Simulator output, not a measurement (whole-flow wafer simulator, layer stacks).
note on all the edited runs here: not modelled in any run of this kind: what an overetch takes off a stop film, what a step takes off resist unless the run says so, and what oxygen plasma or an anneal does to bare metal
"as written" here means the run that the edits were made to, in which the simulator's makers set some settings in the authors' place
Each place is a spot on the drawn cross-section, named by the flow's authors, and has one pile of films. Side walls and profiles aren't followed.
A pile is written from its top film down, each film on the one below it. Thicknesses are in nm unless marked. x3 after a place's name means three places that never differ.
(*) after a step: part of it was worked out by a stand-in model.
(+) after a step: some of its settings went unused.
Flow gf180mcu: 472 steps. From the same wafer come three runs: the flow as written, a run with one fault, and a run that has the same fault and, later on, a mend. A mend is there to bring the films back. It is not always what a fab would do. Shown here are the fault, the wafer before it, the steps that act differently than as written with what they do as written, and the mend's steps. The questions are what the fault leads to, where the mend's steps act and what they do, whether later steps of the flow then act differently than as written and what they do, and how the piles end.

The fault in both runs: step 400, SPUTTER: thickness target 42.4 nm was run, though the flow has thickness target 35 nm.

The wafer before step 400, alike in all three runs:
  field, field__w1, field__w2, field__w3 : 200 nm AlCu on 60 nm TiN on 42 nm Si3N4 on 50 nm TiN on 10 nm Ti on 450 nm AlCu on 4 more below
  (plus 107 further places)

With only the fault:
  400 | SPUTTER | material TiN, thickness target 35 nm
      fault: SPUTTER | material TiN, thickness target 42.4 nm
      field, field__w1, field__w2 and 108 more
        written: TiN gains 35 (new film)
        fault: TiN gains 42.4 (new film)
  Steps later in the flow that act otherwise than as written (not shown: 8 more steps that differ only slightly, by at most 2% or 0.5 nm, whichever is larger):
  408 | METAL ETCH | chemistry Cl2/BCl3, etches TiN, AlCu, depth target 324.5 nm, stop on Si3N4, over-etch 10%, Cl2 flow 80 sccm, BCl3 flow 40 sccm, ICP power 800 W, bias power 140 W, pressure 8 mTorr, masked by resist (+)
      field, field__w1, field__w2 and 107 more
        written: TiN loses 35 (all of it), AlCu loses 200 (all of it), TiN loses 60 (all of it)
        fault: TiN loses 42.4 (all of it), AlCu loses 200 (all of it), TiN loses 60 (all of it)
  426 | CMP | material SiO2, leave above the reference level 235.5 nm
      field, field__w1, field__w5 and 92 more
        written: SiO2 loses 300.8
        fault: SiO2 loses 293.4
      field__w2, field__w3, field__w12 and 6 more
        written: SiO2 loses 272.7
        fault: SiO2 loses 265.3
  By the end, the piles at mim depart from the flow's by more than 2% or 0.5 nm, whichever is larger.
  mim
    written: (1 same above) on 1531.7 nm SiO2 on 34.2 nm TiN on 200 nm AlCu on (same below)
    fault: (1 same above) on 1531.7 nm SiO2 on 41.6 nm TiN on 200 nm AlCu on (same below)

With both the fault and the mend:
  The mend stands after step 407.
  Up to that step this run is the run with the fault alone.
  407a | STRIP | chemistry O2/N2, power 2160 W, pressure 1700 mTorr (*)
      mim
        resist loses 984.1 (all of it)
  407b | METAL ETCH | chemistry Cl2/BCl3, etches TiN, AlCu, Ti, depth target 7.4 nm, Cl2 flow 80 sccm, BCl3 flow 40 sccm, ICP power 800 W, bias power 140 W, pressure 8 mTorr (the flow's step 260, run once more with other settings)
      field, field__w1, field__w2 and 108 more
        TiN loses 7.4
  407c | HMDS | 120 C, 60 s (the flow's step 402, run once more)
      leaves every film unchanged at each place that is followed
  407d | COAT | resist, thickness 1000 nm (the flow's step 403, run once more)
      field, field__w1, field__w2 and 108 more
        resist gains 1000 (new film)
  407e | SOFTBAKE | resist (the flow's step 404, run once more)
      leaves every film unchanged at each place that is followed
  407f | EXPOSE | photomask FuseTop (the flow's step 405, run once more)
      leaves every film unchanged at each place that is followed
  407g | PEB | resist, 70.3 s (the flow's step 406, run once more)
      field, field__w1, field__w2 and 108 more
        resist loses 15.9
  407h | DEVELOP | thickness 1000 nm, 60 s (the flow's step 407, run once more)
      field, field__w1, field__w2 and 107 more
        resist loses 984.1 (all of it)
  None of the later steps of the flow acts differently than as written at any place that is followed.
  At every place that both follow, the piles at the end match the flow's.
